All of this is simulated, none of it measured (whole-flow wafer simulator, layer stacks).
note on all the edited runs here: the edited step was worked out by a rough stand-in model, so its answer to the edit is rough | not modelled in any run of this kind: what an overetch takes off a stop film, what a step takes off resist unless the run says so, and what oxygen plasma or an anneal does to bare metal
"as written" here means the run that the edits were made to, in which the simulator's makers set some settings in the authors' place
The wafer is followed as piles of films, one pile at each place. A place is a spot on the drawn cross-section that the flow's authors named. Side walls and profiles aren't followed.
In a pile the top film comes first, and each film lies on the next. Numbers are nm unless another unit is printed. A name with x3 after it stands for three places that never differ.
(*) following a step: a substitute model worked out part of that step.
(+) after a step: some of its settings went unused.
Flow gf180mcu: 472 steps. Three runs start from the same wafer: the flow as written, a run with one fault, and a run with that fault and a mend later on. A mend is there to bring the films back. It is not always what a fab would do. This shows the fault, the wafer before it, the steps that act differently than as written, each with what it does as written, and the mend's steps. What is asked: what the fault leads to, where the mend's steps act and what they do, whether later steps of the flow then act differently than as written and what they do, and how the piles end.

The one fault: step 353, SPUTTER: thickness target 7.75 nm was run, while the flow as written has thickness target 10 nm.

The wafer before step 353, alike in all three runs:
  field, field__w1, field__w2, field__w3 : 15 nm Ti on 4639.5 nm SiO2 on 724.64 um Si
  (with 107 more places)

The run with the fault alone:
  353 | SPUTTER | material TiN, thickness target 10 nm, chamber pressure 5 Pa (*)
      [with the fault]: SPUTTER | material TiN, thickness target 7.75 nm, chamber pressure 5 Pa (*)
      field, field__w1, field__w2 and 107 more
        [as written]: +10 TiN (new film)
        [with the fault]: +7.75 TiN (new film)
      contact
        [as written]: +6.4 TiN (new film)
        [with the fault]: +4.97 TiN (new film)
  Steps later in the flow that act otherwise than as written (1 other step is not shown; it differs only slightly, by no more than 2% or 0.5 nm, whichever is larger):
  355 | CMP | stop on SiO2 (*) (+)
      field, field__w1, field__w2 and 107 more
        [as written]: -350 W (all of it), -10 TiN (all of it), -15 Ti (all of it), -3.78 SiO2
        [with the fault]: -350 W (all of it), -7.75 TiN (all of it), -15 Ti (all of it), -3.76 SiO2
  The piles end different from the flow's at contact by more than 2% or 0.5 nm, whichever is larger.
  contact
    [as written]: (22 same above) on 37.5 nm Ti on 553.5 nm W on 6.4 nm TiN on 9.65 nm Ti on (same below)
    [with the fault]: (22 same above) on 37.5 nm Ti on 555 nm W on 4.97 nm TiN on 9.65 nm Ti on (same below)

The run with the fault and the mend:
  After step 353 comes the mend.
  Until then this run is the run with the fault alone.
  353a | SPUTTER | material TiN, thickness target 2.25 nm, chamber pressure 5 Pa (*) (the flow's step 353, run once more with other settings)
      field, field__w1, field__w2 and 107 more
        +2.25 TiN
      contact
        +1.44 TiN
  Every later step of the flow that is run acts as written at every place that is followed.
  At every place that both follow, the piles at the end match the flow's.
